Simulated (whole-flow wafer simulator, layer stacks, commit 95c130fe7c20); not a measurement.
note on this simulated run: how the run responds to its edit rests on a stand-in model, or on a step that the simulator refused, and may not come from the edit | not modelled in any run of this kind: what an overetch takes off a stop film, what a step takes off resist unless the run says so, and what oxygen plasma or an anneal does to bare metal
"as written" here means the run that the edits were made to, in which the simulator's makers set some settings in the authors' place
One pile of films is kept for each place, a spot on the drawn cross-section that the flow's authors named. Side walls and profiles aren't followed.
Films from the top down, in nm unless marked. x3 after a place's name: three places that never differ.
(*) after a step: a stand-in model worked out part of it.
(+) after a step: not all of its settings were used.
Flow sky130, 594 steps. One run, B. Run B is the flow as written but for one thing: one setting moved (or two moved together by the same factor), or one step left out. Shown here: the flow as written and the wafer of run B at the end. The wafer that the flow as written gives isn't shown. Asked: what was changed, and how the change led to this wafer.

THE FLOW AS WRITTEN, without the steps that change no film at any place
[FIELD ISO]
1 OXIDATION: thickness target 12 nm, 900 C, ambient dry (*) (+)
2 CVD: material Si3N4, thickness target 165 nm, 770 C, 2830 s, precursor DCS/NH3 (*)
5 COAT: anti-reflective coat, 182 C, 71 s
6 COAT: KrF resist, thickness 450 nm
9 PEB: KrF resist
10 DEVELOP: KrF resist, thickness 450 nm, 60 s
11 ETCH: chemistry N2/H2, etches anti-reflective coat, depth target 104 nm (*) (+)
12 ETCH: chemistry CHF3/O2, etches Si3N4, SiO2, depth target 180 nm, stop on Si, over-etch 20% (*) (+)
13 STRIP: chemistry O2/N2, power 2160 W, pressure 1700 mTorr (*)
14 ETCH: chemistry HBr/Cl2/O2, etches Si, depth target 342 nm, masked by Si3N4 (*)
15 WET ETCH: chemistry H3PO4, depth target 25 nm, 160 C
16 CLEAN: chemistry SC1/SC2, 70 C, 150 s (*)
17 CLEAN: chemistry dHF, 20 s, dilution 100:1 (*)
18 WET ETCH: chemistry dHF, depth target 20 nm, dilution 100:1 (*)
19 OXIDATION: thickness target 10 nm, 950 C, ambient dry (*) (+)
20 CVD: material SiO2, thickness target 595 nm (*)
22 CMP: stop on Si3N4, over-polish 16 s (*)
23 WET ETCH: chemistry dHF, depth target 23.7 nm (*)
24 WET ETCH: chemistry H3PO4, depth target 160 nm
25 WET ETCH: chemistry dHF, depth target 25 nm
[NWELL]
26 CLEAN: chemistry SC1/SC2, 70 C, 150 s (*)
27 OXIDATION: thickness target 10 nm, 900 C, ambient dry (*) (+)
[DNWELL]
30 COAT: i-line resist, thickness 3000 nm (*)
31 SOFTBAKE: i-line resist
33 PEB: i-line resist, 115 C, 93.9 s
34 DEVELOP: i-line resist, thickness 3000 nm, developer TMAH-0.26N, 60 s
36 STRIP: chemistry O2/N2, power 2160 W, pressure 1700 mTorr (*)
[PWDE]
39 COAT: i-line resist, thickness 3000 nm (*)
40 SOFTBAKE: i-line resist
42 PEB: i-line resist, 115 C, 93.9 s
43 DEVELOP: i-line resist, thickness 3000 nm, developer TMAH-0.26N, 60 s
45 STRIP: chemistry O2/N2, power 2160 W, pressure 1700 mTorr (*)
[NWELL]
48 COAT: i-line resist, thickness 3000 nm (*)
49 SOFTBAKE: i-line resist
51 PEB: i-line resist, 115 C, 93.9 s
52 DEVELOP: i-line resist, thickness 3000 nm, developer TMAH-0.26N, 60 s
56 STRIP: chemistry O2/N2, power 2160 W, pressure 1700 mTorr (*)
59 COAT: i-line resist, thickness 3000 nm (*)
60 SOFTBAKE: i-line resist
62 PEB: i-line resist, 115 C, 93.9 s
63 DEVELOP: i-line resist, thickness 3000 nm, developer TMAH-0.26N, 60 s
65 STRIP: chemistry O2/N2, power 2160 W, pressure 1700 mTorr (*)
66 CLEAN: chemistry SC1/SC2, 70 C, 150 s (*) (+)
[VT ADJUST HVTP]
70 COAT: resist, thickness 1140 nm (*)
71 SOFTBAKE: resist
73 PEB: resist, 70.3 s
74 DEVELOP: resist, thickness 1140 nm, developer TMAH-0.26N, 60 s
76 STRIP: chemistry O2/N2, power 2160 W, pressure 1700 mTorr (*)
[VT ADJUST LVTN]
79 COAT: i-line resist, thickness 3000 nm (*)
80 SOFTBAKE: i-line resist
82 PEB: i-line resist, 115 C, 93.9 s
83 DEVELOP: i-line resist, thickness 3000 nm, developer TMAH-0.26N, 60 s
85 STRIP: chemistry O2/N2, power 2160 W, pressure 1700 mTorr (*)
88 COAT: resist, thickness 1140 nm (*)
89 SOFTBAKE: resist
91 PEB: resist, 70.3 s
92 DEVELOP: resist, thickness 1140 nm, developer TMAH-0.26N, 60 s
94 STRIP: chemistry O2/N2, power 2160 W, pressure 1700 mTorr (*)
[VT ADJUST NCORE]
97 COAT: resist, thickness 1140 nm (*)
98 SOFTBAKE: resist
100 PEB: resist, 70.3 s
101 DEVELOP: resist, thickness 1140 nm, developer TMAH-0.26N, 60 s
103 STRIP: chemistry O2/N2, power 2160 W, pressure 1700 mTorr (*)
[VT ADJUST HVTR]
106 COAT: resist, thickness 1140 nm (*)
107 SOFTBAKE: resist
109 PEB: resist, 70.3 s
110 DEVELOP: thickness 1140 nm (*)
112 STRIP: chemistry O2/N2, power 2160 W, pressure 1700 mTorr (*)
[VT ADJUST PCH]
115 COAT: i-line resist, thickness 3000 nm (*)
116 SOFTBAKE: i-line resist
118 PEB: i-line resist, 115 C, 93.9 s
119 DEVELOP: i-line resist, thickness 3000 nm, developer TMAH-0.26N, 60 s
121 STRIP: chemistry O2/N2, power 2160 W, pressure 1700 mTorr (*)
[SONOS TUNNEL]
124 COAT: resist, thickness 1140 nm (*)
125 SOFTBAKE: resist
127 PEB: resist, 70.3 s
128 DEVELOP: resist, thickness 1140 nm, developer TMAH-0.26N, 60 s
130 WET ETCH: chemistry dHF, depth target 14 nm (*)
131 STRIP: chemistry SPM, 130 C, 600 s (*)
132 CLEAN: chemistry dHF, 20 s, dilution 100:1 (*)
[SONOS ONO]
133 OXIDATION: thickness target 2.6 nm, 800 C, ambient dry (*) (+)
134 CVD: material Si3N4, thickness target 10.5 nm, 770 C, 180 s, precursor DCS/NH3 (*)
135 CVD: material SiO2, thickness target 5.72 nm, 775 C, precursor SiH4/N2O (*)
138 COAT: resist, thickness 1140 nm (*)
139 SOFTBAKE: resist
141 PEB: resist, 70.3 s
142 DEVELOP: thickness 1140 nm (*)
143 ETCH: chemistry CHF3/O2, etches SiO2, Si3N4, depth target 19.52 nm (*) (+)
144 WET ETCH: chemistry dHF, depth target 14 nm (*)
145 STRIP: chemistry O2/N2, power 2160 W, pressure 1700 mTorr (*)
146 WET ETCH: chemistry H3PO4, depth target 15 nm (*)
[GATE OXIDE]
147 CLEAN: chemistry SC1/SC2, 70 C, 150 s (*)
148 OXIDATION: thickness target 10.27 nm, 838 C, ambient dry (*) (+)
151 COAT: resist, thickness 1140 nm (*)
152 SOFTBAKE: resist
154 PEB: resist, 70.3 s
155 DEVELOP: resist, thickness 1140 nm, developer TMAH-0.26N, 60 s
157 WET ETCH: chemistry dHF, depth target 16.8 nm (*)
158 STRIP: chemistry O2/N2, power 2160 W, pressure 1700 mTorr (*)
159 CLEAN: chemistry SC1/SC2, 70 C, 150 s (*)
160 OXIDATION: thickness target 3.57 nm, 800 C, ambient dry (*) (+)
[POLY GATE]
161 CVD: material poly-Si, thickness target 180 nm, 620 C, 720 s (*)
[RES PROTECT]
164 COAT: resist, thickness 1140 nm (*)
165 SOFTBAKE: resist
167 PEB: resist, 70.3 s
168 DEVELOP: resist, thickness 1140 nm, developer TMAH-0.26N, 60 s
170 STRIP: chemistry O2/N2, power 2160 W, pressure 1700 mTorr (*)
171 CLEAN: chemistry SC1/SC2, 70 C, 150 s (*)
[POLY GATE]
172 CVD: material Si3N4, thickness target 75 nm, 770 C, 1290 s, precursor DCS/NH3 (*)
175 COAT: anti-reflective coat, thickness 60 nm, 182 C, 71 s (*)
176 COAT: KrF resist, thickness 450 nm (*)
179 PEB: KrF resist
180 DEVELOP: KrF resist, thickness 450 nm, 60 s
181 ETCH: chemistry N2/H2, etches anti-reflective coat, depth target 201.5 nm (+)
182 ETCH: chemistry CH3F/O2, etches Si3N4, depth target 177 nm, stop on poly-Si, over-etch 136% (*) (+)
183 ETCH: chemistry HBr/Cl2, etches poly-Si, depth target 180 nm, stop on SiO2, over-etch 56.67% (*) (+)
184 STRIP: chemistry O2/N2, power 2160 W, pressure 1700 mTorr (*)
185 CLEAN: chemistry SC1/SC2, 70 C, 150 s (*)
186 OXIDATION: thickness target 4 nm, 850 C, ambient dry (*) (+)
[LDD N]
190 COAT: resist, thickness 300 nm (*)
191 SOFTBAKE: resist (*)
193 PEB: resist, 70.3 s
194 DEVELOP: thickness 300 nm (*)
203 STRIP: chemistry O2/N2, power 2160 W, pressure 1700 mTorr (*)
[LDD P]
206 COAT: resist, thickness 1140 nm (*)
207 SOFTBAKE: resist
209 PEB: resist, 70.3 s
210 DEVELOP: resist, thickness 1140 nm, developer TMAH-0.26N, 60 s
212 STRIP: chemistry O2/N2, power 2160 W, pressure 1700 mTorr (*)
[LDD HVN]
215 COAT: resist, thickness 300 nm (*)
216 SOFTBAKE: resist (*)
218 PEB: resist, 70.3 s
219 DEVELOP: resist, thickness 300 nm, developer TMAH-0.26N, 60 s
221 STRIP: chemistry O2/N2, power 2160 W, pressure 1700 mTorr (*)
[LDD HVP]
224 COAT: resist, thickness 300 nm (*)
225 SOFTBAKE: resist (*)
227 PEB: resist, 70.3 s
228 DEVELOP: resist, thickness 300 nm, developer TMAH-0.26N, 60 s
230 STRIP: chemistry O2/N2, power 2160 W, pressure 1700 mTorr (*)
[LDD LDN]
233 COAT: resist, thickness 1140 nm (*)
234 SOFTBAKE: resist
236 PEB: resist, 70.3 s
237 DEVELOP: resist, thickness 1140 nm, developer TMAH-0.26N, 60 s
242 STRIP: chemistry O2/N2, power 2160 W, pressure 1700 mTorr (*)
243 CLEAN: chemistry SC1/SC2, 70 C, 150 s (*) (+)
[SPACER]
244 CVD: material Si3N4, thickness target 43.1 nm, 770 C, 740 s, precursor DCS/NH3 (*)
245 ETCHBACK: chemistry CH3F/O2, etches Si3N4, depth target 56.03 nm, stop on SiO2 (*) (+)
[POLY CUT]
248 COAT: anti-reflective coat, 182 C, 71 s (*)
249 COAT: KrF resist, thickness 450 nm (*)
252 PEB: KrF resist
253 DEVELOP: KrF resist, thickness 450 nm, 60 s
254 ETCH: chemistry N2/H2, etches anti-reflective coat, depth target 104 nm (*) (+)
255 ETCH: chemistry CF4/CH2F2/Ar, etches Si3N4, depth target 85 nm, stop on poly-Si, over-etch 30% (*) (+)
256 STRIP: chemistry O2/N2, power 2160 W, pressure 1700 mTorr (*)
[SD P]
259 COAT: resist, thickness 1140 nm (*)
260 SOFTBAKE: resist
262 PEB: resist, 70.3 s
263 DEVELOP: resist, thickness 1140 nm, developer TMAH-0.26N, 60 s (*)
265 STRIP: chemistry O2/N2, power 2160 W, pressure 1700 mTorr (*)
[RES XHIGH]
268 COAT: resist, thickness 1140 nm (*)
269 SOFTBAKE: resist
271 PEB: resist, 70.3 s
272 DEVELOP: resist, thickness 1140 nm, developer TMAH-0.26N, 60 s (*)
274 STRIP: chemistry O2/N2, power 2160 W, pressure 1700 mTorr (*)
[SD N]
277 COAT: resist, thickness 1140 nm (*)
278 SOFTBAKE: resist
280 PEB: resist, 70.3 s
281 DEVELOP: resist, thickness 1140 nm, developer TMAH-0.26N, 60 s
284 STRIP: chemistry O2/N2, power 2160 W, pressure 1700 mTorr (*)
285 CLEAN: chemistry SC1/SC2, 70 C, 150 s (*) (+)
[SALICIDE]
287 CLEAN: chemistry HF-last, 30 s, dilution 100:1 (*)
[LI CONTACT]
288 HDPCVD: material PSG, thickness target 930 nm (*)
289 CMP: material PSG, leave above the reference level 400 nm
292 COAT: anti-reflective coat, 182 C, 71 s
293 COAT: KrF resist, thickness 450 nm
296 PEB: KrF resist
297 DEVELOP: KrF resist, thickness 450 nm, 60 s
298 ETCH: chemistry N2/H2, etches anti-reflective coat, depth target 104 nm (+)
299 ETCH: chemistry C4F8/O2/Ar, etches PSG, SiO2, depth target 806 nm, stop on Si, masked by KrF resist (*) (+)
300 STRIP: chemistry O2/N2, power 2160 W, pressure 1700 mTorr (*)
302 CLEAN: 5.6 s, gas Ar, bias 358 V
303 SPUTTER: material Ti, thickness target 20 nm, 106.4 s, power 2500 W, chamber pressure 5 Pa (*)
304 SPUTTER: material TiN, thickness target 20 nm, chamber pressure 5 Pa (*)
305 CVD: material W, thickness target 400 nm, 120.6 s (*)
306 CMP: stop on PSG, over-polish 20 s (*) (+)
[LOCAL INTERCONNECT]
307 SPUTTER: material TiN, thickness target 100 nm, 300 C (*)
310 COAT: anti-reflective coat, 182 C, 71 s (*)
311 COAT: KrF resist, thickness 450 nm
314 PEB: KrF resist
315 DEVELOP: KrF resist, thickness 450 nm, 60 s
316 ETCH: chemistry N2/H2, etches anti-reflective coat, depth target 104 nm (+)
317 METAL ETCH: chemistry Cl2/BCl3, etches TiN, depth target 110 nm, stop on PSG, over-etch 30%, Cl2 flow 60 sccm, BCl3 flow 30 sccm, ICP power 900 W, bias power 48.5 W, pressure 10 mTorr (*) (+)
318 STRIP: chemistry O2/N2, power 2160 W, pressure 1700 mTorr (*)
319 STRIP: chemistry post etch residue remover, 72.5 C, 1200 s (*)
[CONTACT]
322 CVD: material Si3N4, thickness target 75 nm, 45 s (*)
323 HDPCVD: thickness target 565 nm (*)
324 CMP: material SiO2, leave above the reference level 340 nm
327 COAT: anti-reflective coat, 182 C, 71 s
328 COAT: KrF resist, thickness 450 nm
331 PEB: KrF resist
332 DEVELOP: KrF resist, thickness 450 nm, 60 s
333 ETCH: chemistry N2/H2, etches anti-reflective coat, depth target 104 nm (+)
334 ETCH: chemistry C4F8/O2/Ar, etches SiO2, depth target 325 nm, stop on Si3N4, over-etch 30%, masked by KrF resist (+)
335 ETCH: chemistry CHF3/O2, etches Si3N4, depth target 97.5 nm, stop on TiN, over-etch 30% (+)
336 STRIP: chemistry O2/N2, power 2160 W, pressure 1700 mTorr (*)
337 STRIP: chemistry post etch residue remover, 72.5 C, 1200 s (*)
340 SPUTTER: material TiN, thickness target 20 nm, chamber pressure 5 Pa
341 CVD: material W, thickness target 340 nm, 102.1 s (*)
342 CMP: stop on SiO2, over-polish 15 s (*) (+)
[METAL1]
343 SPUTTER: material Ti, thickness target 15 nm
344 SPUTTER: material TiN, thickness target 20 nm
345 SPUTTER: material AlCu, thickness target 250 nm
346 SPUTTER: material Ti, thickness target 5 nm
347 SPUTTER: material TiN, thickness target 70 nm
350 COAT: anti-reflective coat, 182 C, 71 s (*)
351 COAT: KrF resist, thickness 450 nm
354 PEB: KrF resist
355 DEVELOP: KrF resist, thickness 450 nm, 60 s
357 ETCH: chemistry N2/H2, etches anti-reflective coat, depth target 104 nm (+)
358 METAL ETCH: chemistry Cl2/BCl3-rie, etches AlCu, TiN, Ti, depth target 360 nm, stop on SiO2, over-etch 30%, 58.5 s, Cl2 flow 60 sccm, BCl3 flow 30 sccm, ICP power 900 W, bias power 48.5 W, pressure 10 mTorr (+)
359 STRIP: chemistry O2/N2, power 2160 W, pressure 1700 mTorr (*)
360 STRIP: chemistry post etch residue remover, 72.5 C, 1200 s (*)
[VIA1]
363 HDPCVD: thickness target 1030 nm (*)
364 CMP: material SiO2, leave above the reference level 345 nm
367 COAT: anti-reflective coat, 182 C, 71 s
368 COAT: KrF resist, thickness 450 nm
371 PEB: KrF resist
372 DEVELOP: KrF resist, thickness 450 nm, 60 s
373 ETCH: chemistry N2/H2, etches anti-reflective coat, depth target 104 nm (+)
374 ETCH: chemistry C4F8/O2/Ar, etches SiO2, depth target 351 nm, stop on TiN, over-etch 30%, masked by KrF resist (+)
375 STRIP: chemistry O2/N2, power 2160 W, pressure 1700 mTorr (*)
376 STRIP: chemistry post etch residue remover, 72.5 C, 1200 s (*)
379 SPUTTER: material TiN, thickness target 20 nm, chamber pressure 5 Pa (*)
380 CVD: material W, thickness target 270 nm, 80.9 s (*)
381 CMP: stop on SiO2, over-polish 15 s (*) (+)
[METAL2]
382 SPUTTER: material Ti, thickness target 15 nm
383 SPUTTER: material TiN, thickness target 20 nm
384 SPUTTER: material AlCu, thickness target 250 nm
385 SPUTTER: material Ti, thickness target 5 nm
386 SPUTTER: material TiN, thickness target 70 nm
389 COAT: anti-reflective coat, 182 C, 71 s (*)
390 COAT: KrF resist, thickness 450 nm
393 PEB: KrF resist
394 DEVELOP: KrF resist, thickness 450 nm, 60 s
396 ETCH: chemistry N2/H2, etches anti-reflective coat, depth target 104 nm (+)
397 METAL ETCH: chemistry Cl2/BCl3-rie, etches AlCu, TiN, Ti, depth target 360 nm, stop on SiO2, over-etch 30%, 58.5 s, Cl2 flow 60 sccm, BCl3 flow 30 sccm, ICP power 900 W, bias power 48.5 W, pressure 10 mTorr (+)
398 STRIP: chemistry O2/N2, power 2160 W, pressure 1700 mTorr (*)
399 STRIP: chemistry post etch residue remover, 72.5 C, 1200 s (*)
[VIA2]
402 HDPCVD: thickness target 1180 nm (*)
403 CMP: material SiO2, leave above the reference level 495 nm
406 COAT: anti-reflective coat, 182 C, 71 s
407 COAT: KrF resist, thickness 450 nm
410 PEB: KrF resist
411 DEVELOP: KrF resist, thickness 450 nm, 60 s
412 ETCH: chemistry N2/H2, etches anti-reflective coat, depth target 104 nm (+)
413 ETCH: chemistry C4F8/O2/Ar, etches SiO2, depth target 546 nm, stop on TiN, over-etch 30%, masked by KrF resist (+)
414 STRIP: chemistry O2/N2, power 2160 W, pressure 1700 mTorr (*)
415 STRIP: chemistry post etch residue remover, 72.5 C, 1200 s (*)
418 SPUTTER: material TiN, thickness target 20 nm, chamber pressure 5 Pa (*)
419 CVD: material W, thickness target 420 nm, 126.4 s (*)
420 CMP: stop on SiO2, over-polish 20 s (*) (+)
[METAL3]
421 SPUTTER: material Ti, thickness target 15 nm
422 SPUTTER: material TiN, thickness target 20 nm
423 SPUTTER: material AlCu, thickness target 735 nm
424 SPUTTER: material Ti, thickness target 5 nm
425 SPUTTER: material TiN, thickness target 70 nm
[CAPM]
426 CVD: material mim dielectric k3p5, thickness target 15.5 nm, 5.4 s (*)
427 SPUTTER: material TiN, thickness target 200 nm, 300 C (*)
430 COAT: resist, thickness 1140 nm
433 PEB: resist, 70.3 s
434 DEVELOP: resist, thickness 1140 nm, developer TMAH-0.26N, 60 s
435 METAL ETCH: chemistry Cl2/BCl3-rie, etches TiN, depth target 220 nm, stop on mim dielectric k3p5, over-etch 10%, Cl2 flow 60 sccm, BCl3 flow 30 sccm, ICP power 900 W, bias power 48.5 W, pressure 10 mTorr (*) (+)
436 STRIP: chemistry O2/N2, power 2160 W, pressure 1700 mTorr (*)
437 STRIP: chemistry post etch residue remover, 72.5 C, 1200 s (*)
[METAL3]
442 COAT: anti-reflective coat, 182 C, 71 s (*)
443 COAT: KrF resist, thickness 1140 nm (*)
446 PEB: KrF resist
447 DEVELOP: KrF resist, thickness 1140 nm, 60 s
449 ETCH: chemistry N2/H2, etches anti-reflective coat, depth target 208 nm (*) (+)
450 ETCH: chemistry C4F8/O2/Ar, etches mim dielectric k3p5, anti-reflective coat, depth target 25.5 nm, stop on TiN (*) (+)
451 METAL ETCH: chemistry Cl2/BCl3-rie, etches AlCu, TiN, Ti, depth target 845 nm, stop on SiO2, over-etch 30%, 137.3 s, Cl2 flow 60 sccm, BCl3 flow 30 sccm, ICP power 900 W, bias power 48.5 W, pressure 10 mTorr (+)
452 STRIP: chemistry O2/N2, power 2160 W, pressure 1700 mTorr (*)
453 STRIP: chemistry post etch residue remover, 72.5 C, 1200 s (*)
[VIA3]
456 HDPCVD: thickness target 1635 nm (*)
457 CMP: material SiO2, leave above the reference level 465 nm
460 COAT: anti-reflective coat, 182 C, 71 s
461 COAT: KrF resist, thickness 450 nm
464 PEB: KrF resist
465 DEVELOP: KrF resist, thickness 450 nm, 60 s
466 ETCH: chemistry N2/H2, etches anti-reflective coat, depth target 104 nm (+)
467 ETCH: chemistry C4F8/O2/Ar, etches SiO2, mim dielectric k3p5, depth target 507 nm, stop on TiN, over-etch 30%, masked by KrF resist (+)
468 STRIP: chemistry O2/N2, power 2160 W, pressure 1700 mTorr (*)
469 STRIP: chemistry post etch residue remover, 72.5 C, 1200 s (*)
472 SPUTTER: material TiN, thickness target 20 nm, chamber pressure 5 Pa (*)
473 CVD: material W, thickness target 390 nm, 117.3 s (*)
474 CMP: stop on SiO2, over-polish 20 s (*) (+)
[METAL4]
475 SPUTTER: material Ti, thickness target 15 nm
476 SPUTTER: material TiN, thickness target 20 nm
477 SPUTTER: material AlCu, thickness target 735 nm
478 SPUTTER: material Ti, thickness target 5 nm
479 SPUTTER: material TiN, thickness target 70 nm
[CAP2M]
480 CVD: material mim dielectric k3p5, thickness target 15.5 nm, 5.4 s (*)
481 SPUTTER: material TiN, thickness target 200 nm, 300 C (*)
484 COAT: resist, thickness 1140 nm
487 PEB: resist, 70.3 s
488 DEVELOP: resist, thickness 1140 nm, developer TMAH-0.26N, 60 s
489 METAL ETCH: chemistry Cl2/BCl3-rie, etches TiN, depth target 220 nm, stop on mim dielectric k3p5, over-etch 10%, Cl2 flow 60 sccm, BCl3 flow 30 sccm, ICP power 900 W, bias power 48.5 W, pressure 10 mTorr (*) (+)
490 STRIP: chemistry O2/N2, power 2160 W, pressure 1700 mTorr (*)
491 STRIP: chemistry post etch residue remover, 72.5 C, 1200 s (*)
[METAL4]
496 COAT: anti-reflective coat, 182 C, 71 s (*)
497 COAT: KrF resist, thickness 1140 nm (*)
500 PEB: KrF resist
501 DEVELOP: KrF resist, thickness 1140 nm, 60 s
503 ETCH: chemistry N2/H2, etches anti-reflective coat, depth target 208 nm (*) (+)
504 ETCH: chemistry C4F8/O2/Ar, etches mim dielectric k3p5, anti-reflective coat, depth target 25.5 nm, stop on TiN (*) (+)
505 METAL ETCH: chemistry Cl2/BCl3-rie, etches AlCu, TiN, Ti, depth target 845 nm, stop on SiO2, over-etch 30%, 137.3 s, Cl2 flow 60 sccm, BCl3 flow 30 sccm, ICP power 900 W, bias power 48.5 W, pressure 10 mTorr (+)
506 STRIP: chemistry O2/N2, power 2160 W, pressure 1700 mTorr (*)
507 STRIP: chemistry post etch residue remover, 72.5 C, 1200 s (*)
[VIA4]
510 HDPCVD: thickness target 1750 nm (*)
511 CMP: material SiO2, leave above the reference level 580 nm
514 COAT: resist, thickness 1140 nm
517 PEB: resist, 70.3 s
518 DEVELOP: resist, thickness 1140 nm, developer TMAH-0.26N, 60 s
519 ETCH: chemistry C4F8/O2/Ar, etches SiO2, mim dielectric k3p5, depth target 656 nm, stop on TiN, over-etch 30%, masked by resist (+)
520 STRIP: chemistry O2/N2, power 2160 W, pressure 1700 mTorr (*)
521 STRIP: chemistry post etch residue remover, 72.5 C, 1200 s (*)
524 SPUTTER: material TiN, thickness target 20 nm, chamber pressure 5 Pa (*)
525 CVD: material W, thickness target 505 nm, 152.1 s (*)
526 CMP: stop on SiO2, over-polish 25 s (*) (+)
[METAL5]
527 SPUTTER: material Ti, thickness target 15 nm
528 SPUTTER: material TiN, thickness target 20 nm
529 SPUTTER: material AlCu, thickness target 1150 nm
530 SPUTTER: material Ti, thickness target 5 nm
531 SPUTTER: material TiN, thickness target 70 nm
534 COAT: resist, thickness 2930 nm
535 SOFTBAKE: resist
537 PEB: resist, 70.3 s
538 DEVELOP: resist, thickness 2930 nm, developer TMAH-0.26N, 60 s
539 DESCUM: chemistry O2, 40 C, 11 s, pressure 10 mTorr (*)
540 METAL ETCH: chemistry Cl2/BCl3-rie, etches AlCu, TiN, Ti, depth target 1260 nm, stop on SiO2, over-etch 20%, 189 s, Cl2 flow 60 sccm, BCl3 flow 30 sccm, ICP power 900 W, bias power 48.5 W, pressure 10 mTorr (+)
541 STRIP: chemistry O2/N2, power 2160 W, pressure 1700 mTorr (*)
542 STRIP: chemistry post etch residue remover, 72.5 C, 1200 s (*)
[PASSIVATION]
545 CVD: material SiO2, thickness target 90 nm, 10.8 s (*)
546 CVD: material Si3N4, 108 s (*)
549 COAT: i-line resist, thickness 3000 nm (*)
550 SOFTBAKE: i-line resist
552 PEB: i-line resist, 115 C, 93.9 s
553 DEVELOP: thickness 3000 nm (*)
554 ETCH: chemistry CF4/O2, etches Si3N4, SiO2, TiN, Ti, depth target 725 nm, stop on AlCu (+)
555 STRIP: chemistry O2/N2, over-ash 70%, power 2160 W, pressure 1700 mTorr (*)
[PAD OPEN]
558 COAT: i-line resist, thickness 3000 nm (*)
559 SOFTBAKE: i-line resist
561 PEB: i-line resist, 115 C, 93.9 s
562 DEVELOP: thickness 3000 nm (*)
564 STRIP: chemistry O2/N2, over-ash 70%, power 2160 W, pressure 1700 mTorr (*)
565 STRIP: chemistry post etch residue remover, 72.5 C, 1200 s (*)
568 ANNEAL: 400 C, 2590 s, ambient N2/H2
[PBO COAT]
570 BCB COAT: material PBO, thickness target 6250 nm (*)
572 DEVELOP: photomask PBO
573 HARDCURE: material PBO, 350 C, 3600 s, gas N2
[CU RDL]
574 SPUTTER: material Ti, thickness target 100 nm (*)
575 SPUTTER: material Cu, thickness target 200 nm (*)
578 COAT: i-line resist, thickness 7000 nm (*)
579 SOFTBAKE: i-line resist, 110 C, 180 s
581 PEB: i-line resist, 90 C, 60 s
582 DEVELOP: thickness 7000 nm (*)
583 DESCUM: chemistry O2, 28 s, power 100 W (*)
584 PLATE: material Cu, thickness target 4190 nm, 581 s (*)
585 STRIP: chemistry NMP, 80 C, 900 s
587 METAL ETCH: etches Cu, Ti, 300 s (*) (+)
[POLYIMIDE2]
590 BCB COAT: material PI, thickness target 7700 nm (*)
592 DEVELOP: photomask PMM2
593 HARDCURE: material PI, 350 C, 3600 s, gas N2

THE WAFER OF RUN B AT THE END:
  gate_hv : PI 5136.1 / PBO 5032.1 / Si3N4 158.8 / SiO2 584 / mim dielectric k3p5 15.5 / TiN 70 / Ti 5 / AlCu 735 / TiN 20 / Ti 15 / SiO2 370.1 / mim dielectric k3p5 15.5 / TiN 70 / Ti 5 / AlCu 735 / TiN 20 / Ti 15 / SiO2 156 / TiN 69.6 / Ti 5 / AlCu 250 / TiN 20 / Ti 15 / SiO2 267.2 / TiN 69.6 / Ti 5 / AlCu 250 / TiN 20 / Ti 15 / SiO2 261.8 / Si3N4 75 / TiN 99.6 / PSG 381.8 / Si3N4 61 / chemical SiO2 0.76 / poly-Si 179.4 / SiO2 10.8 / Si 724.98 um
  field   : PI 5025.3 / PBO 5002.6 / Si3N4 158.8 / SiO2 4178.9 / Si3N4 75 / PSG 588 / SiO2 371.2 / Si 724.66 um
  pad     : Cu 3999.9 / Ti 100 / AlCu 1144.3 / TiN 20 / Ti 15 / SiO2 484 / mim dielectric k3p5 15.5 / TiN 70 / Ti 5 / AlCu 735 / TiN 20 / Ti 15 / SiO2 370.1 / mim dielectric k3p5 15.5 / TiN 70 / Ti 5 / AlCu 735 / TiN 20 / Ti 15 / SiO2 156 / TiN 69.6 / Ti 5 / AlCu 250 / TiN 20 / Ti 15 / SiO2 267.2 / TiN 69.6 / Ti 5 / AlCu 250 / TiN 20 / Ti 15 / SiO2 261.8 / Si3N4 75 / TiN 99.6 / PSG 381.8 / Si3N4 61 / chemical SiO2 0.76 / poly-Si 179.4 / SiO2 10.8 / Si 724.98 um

The cause: step 403, CMP: leave above the reference level 235 nm was run, where the flow has leave above the reference level 495 nm.

How the change led to this, step by step:
  403 CMP: material SiO2, leave above the reference level 495 nm
      n_well, p_well, gate_hv and 101 more: SiO2 -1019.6 (as written it would be: SiO2 -759.6)
      field, active, gate and 82 more: SiO2 -649.1 (as written it would be: SiO2 -389.1)
      (and at 2 more places)
  413 ETCH: chemistry C4F8/O2/Ar, etches SiO2, depth target 546 nm, stop on TiN, over-etch 30%, masked by KrF resist (+)
      field, active, n_well and 186 more: KrF resist -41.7 (as written it would be: KrF resist -109.2)
      m1: SiO2 -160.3 (all of it) (as written it would be: SiO2 -420.3 (all of it))
      (and at 1 more place)
  414 STRIP: chemistry O2/N2, power 2160 W, pressure 1700 mTorr (*)
      field, active, n_well and 186 more: KrF resist -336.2 (all of it), anti-reflective coat -80 (all of it) (as written it would be: KrF resist -268.6 (all of it), anti-reflective coat -80 (all of it))
  418 SPUTTER: material TiN, thickness target 20 nm, chamber pressure 5 Pa (*)
      m1, via2_hole: TiN +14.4 (as written it would be: TiN +10.2)
  419 CVD: material W, thickness target 420 nm, 126.4 s (*)
      m1: W +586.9 (new film) (as written it would be: W +851.1 (new film))
      via2_hole: W +586.5 (new film) (as written it would be: W +850.7 (new film))
